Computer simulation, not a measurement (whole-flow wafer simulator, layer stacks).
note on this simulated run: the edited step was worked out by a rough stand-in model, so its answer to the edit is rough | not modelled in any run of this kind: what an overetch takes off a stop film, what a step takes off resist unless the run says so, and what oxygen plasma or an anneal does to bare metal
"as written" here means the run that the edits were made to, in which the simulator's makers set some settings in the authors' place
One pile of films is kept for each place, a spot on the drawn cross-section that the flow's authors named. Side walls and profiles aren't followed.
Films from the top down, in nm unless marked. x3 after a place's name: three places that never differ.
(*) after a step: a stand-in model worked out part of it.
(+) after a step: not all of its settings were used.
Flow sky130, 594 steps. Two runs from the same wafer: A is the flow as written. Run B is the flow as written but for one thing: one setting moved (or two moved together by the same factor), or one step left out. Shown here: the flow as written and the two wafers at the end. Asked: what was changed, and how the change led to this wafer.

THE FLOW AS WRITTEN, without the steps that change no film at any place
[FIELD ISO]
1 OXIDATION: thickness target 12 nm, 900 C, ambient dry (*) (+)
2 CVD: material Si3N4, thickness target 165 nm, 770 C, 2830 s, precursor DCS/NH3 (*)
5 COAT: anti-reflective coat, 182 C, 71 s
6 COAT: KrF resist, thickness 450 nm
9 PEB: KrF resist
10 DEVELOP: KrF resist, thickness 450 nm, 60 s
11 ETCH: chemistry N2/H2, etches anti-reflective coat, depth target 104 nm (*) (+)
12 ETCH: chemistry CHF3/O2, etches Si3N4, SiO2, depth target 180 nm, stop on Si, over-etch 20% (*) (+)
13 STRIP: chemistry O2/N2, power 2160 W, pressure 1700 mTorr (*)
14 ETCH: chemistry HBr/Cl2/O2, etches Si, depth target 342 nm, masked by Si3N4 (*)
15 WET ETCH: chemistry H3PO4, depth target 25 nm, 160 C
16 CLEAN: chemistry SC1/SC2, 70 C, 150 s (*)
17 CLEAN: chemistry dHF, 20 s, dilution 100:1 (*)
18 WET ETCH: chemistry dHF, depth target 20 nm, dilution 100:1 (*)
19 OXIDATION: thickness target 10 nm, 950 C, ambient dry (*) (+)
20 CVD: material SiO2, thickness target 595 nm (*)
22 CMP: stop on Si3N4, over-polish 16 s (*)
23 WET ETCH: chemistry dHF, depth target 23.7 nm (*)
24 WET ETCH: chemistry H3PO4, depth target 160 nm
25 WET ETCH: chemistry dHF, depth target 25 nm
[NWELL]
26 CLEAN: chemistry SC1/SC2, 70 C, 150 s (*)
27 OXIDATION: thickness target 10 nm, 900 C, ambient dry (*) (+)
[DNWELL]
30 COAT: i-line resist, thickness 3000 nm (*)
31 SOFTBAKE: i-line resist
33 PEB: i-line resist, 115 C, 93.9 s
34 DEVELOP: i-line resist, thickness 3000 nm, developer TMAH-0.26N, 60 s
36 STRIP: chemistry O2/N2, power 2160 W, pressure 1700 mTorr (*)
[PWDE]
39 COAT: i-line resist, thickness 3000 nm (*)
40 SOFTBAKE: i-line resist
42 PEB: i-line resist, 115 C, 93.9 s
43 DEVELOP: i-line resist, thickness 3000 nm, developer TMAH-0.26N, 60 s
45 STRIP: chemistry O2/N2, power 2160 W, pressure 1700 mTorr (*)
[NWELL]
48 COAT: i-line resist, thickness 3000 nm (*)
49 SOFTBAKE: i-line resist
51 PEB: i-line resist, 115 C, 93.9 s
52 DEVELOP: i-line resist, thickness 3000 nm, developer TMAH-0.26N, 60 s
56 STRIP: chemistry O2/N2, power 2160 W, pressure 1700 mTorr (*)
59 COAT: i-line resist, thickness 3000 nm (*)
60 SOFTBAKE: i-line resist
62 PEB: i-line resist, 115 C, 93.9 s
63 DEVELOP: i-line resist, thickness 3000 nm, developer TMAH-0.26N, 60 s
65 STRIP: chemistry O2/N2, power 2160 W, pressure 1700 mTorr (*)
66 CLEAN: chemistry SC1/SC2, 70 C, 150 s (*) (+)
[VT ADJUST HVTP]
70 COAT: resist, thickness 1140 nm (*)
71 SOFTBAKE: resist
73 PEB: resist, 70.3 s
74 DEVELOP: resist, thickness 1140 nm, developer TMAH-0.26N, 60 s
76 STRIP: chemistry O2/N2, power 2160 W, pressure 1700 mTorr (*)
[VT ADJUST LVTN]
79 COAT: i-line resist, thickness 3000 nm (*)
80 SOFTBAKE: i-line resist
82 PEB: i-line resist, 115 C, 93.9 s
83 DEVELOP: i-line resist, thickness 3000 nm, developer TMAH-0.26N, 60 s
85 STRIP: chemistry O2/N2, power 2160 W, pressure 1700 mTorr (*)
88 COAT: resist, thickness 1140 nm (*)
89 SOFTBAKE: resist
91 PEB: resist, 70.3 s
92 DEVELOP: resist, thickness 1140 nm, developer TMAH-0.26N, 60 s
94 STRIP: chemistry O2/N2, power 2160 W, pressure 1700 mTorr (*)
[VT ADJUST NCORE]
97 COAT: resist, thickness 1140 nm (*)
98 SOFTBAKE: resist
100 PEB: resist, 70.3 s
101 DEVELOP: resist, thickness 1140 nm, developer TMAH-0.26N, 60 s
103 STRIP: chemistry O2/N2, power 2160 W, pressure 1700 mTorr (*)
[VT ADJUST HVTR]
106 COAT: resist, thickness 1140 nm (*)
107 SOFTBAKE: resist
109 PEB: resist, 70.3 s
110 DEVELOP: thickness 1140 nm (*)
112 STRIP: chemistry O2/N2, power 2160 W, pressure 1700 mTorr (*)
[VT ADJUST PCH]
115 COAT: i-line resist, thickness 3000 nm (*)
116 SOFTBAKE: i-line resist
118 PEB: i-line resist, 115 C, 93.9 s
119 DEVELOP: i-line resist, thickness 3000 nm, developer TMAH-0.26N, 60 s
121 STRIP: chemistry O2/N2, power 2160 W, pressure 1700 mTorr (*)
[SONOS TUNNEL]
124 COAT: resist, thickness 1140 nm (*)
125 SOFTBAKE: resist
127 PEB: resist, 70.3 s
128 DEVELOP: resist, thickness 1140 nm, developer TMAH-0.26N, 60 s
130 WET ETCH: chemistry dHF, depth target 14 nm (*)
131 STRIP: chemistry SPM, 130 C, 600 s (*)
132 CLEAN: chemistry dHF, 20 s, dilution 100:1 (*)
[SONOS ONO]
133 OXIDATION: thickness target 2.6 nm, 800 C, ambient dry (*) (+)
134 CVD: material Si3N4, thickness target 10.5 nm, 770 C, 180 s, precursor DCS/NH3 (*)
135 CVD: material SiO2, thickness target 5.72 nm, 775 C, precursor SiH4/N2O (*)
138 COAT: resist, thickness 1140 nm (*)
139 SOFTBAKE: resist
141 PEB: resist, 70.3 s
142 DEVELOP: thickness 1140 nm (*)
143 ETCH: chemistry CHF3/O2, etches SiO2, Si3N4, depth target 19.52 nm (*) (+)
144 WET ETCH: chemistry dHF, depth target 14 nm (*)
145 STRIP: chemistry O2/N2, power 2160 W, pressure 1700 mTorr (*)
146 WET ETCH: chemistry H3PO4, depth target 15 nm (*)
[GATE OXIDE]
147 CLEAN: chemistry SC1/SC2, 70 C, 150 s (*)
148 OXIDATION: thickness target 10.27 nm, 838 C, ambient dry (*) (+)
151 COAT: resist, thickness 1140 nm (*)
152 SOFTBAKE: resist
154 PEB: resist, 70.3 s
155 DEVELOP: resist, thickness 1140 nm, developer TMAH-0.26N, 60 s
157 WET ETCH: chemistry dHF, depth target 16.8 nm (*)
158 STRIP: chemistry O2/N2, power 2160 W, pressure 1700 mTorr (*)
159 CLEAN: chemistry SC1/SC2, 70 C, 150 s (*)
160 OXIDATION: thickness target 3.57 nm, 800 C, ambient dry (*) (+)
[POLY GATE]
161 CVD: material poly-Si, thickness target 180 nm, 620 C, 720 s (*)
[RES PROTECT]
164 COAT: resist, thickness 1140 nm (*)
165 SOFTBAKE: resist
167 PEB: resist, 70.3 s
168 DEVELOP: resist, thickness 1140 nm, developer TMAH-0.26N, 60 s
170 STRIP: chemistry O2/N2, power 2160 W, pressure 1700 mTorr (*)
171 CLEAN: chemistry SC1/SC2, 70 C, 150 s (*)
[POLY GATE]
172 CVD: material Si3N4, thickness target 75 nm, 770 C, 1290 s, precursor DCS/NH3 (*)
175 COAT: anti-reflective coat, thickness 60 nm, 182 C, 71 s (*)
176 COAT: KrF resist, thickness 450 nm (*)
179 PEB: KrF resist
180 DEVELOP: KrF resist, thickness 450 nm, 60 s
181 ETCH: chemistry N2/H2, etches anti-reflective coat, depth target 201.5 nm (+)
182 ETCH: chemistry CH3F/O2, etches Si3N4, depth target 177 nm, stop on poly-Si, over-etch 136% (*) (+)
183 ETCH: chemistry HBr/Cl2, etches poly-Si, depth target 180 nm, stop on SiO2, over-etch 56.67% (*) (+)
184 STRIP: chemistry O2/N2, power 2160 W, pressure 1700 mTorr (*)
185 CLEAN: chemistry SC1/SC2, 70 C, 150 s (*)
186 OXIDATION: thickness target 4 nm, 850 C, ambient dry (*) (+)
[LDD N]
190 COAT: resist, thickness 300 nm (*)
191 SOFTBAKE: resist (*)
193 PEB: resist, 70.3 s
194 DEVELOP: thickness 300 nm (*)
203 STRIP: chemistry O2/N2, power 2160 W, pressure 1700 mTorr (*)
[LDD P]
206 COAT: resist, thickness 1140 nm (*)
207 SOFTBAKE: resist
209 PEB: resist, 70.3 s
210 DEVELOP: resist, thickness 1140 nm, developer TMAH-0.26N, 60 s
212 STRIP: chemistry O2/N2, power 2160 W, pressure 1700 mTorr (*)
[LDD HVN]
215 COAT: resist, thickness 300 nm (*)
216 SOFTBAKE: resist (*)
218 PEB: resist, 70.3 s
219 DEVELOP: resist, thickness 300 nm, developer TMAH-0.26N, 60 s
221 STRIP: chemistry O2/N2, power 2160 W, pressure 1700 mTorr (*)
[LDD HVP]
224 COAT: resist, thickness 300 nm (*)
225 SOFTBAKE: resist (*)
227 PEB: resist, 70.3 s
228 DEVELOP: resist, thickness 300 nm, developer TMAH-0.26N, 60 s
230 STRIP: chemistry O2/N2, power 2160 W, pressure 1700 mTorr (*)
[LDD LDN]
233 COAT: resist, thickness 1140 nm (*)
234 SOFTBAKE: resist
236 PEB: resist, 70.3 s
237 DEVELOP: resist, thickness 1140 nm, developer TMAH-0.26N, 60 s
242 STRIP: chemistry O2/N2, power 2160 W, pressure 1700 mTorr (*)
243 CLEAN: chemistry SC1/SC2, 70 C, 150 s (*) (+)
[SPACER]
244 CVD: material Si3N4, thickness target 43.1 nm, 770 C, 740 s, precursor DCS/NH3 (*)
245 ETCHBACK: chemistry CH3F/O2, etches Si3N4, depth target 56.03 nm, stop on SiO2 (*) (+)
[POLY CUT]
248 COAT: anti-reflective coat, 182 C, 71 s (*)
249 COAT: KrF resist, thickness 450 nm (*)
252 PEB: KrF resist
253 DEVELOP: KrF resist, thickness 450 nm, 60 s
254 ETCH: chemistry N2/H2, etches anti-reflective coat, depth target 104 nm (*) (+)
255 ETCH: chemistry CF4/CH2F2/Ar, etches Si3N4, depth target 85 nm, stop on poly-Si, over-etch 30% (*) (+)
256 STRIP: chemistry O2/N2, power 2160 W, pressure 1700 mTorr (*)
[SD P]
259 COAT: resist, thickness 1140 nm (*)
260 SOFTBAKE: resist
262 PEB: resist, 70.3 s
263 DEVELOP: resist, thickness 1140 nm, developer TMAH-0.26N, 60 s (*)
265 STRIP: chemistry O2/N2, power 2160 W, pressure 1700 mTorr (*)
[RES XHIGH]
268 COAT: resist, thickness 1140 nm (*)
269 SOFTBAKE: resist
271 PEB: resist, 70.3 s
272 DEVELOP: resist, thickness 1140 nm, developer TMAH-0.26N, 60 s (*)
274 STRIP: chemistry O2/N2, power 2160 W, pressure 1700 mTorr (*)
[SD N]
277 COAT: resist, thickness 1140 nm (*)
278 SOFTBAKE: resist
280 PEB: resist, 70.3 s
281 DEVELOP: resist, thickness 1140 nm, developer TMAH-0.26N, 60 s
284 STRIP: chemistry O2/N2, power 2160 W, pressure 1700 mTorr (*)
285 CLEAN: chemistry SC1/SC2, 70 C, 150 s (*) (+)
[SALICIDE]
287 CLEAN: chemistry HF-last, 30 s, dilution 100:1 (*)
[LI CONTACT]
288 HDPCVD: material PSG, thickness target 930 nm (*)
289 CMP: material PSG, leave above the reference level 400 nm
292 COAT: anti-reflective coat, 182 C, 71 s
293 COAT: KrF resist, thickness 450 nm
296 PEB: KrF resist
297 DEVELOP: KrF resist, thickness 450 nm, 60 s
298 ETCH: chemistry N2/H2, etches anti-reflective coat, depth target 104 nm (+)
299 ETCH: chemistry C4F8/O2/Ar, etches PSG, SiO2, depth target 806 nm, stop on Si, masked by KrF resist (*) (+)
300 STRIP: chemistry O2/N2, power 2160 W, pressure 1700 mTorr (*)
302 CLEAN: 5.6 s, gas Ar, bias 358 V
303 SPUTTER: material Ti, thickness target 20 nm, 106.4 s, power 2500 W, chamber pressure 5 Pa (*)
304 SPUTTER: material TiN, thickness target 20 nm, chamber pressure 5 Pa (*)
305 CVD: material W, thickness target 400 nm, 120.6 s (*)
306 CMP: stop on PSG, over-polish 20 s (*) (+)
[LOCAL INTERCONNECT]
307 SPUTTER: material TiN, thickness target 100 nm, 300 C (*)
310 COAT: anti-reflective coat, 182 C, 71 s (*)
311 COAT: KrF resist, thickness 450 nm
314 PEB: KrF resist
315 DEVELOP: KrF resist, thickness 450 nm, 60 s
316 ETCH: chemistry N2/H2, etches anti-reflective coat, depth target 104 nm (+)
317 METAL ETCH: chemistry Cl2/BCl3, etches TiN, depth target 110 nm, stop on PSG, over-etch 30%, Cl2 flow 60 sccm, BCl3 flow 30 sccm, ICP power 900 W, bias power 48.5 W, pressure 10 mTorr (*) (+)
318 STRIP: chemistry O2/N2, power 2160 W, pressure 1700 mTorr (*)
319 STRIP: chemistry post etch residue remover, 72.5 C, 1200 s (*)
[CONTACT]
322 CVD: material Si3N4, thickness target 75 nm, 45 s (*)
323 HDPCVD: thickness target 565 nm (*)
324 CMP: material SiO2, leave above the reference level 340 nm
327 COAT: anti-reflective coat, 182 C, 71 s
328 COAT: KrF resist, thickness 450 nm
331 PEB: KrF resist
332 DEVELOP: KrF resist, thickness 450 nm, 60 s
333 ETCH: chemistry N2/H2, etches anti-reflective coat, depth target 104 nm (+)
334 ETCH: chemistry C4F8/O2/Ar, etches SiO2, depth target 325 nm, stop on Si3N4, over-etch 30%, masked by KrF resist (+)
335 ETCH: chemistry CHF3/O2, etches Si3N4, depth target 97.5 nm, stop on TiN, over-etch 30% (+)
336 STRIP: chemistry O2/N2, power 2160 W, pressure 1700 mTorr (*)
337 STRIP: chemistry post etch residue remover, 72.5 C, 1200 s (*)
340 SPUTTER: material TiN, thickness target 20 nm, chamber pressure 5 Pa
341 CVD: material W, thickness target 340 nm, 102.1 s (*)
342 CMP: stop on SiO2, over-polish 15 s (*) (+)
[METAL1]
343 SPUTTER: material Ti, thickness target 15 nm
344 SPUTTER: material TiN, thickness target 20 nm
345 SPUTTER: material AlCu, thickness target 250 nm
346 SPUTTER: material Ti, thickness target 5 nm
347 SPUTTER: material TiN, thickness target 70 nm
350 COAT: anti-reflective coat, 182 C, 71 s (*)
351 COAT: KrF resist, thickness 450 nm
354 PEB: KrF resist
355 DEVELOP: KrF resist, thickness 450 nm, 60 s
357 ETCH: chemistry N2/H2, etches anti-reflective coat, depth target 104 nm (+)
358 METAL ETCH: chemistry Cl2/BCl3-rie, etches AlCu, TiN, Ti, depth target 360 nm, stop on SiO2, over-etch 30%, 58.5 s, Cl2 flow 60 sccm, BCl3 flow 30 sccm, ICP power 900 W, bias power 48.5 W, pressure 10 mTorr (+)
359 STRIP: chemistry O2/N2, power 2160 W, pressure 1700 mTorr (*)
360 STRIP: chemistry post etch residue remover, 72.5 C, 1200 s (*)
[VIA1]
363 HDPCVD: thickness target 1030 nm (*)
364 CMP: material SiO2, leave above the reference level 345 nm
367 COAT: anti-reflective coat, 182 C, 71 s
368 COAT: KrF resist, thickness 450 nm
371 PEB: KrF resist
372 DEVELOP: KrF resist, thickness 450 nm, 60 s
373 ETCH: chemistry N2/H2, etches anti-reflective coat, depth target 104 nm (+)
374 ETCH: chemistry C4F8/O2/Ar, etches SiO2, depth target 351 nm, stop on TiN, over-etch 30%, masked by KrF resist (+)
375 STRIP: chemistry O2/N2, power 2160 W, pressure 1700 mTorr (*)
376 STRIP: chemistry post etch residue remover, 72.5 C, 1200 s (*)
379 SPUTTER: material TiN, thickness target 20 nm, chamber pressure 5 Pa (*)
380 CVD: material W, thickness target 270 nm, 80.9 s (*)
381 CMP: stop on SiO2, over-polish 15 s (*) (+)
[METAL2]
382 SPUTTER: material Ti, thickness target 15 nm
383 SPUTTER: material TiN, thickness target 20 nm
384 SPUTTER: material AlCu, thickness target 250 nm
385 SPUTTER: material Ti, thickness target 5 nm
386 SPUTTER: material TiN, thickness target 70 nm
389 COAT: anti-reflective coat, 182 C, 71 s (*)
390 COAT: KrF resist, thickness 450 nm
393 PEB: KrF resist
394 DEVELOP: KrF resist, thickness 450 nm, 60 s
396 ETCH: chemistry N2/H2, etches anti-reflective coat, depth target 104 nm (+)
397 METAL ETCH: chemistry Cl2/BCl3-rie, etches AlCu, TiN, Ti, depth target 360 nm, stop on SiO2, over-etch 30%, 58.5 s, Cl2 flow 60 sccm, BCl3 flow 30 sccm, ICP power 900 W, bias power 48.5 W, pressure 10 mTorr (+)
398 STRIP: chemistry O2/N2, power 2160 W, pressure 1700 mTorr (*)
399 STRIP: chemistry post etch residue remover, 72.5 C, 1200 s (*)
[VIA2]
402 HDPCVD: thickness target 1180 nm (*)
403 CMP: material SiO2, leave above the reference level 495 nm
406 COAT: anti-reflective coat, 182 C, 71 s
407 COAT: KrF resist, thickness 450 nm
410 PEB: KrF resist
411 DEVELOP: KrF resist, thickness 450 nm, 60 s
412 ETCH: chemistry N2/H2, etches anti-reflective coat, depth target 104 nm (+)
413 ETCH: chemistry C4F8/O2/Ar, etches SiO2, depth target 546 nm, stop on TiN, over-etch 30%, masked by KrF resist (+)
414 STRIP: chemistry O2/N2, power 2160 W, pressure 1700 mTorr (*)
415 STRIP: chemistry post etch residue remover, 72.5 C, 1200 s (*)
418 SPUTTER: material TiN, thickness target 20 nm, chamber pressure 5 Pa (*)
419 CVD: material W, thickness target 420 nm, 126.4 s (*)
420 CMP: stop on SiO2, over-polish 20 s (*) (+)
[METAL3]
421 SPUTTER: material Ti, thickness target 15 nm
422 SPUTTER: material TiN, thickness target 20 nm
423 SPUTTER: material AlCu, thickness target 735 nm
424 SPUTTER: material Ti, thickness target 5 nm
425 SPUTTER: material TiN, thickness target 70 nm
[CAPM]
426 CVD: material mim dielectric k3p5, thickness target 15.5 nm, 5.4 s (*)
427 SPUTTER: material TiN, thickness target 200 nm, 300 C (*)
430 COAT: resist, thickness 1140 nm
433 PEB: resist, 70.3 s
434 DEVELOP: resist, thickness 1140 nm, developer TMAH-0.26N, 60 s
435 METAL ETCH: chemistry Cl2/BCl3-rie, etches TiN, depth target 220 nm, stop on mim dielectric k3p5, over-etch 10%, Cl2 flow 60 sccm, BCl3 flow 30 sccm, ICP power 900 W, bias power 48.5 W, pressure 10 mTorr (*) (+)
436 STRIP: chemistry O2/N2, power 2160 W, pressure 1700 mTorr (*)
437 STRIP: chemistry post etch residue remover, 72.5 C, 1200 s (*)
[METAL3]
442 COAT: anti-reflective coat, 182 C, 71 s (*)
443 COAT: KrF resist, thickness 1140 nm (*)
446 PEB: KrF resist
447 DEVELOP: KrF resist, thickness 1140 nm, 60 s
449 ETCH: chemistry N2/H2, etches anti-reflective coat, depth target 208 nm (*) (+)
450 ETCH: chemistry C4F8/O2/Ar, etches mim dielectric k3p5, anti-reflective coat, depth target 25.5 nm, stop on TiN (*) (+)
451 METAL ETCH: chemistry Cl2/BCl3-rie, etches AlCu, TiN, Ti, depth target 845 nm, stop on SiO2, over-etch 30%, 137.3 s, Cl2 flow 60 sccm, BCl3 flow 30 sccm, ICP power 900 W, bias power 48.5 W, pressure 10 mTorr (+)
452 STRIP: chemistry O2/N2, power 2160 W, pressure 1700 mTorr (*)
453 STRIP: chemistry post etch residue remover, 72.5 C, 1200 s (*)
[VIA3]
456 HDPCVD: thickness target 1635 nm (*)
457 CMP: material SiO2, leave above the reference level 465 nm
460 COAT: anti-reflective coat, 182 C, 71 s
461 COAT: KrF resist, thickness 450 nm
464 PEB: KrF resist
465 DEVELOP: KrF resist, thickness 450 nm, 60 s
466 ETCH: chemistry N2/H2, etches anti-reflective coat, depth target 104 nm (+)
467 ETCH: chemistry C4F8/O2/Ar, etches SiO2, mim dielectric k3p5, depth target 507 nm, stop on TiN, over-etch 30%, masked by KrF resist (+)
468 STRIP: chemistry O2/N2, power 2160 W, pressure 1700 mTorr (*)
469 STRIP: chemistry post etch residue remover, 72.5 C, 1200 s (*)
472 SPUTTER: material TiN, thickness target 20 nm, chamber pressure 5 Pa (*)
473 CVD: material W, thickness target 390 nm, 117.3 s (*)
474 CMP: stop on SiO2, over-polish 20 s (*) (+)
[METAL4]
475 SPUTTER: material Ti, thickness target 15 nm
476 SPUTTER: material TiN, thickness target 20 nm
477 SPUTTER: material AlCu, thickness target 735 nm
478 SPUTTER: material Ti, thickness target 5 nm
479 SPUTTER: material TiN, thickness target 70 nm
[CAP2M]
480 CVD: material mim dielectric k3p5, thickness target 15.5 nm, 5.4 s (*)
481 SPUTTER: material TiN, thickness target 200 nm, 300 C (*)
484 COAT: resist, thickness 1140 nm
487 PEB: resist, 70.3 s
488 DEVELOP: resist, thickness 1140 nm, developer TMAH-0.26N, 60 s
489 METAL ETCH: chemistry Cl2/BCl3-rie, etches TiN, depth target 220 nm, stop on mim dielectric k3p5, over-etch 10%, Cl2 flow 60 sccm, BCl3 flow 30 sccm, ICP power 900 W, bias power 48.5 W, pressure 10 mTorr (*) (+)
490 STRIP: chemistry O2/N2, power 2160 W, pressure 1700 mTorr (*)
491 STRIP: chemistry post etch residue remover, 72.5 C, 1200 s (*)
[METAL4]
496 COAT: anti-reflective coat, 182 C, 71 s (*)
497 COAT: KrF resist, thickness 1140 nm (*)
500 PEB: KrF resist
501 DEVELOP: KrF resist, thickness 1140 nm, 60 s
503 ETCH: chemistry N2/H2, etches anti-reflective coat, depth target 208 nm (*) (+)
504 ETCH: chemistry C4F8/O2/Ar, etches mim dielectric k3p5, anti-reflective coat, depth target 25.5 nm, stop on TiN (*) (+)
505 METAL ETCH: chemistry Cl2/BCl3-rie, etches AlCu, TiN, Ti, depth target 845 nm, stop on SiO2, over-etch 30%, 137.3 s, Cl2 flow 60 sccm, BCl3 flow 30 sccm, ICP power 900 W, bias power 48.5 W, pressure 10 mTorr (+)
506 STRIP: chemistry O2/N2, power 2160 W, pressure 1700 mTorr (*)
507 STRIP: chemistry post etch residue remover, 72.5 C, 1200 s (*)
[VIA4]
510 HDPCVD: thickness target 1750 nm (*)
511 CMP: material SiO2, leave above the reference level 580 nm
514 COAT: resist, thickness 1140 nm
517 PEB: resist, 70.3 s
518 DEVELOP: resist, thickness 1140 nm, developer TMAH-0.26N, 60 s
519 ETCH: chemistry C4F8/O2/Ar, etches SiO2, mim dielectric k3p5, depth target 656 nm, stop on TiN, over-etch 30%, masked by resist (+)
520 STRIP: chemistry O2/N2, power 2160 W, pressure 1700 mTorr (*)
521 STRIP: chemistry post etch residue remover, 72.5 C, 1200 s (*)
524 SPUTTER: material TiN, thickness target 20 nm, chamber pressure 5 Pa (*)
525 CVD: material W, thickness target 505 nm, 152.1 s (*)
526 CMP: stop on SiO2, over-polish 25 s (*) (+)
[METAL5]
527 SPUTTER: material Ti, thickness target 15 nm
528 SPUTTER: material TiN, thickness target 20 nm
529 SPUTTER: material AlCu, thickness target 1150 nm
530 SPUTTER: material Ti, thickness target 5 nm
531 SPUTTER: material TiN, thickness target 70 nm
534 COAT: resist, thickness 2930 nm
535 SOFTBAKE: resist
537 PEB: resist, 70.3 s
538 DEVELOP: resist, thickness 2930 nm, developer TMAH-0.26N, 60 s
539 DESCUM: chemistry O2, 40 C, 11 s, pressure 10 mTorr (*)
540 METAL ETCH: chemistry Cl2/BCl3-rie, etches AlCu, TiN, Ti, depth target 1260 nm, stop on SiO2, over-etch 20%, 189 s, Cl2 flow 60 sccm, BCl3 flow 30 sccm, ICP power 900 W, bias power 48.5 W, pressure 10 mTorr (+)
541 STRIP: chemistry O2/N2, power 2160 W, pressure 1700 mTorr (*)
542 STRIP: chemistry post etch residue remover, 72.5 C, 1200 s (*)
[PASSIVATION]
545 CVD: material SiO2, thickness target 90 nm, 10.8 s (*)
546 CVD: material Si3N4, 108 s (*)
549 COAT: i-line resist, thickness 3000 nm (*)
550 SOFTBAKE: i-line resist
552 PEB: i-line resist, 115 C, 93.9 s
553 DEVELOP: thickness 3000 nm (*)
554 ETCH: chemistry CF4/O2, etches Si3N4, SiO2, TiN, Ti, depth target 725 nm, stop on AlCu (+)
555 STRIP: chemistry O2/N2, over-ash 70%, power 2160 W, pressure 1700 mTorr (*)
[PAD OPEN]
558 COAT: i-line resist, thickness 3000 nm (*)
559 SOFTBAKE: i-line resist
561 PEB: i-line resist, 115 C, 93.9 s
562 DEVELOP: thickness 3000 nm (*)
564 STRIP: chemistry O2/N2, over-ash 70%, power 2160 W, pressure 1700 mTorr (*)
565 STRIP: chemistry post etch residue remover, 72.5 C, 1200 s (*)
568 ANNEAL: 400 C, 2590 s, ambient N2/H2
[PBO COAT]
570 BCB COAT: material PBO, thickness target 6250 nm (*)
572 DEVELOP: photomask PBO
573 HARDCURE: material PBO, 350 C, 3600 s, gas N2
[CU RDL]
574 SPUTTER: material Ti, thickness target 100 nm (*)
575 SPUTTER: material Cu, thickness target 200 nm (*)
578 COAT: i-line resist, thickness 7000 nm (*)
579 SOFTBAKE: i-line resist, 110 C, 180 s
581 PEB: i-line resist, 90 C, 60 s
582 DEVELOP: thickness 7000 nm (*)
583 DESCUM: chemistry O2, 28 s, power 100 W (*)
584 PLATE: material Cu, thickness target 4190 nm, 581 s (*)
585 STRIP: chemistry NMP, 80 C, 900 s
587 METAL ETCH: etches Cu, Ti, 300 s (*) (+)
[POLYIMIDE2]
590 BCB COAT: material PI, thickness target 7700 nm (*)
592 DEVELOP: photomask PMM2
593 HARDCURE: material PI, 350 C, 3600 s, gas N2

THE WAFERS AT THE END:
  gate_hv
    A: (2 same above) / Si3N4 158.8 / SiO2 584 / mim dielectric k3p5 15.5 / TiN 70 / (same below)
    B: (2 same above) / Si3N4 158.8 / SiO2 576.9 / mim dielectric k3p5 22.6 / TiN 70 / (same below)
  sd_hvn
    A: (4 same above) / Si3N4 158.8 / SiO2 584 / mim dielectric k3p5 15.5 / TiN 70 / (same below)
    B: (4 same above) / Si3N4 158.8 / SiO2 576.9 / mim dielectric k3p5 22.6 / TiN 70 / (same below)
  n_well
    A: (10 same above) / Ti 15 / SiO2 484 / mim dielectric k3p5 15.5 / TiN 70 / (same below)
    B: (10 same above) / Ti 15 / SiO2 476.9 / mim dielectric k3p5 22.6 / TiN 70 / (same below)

The cause: step 480, CVD: thickness target 22.6 nm was run, where the flow has thickness target 15.5 nm; step 480, CVD: 7.88 s was run, where the flow has 5.4 s.
It can be read off the wafer: gate_hv has mim dielectric k3p5 22.6, and step 480 as written asks for 15.5 nm.

How the change led to this, step by step:
  480 CVD: material mim dielectric k3p5, thickness target 15.5 nm, 5.4 s (*)
      field, active, n_well and 189 more: A mim dielectric k3p5 +15.5 (new film) | B mim dielectric k3p5 +22.6 (new film)
  504 ETCH: chemistry C4F8/O2/Ar, etches mim dielectric k3p5, anti-reflective coat, depth target 25.5 nm, stop on TiN (*) (+)
      n_well, p_well, gate_hv and 102 more: A KrF resist -15.5 | B KrF resist -17
      field, active, gate and 85 more: A mim dielectric k3p5 -15.5 (all of it) | B mim dielectric k3p5 -22.6 (all of it)
  519 ETCH: chemistry C4F8/O2/Ar, etches SiO2, mim dielectric k3p5, depth target 656 nm, stop on TiN, over-etch 30%, masked by resist (+)
      m1: A SiO2 -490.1 (all of it), mim dielectric k3p5 -15.5 (all of it) | B SiO2 -483 (all of it), mim dielectric k3p5 -22.6 (all of it)
      via4_hole: A SiO2 -489.5 (all of it), mim dielectric k3p5 -15.5 (all of it) | B SiO2 -482.4 (all of it), mim dielectric k3p5 -22.6 (all of it)
